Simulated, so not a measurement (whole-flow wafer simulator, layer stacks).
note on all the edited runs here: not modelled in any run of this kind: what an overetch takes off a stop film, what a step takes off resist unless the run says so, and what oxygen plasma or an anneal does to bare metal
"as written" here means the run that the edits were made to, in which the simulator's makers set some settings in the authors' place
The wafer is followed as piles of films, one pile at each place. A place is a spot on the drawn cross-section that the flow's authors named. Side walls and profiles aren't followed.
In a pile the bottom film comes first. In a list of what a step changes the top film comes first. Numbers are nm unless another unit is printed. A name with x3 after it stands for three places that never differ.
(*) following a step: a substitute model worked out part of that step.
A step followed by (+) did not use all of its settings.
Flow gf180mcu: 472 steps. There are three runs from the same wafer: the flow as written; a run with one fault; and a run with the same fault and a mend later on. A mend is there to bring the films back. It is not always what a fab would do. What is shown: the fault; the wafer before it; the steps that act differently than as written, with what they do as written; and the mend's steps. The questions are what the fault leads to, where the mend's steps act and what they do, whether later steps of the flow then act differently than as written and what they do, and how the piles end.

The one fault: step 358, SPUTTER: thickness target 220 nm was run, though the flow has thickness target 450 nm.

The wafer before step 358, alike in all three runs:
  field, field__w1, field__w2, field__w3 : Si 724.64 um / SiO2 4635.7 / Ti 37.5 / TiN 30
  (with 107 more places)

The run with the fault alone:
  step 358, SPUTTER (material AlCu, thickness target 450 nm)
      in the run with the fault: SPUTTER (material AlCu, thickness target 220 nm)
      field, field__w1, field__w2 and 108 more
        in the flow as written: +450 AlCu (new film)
        in the run with the fault: +220 AlCu (new film)
  Steps further on in the flow that do not act as written:
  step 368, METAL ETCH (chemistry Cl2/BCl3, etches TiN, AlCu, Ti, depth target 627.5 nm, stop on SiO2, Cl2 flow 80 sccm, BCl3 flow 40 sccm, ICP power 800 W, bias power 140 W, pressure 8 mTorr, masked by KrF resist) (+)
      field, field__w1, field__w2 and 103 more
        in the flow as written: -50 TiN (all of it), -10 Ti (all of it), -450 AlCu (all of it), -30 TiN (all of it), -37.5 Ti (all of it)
        in the run with the fault: -50 TiN (all of it), -10 Ti (all of it), -220 AlCu (all of it), -30 TiN (all of it), -37.5 Ti (all of it)
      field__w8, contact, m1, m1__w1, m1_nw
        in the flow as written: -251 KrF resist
        in the run with the fault: -208.5 KrF resist
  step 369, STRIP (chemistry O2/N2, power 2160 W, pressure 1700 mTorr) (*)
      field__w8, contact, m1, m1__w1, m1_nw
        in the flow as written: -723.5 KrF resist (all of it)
        in the run with the fault: -766 KrF resist (all of it)
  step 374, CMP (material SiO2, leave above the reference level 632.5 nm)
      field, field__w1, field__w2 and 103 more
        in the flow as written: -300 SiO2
        in the run with the fault: -530 SiO2
  At field, field__w1, field__w2 and 109 more, the piles at the end differ from the flow's by more than 2% or 0.5 nm, whichever is larger.
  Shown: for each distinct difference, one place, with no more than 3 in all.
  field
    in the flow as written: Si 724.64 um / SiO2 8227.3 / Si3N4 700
    in the run with the fault: Si 724.64 um / SiO2 7997.3 / Si3N4 700
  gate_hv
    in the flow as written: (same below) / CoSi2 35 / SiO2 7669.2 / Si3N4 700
    in the run with the fault: (same below) / CoSi2 35 / SiO2 7439.2 / Si3N4 700
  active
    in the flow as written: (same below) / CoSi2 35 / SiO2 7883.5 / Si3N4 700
    in the run with the fault: (same below) / CoSi2 35 / SiO2 7653.5 / Si3N4 700

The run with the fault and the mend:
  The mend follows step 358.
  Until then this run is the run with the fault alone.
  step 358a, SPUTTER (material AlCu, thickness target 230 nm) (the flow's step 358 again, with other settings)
      field, field__w1, field__w2 and 108 more
        +230 AlCu
  Every later step of the flow that is run acts as written at every place that is followed.
  At every place that both follow, the piles at the end match the flow's.
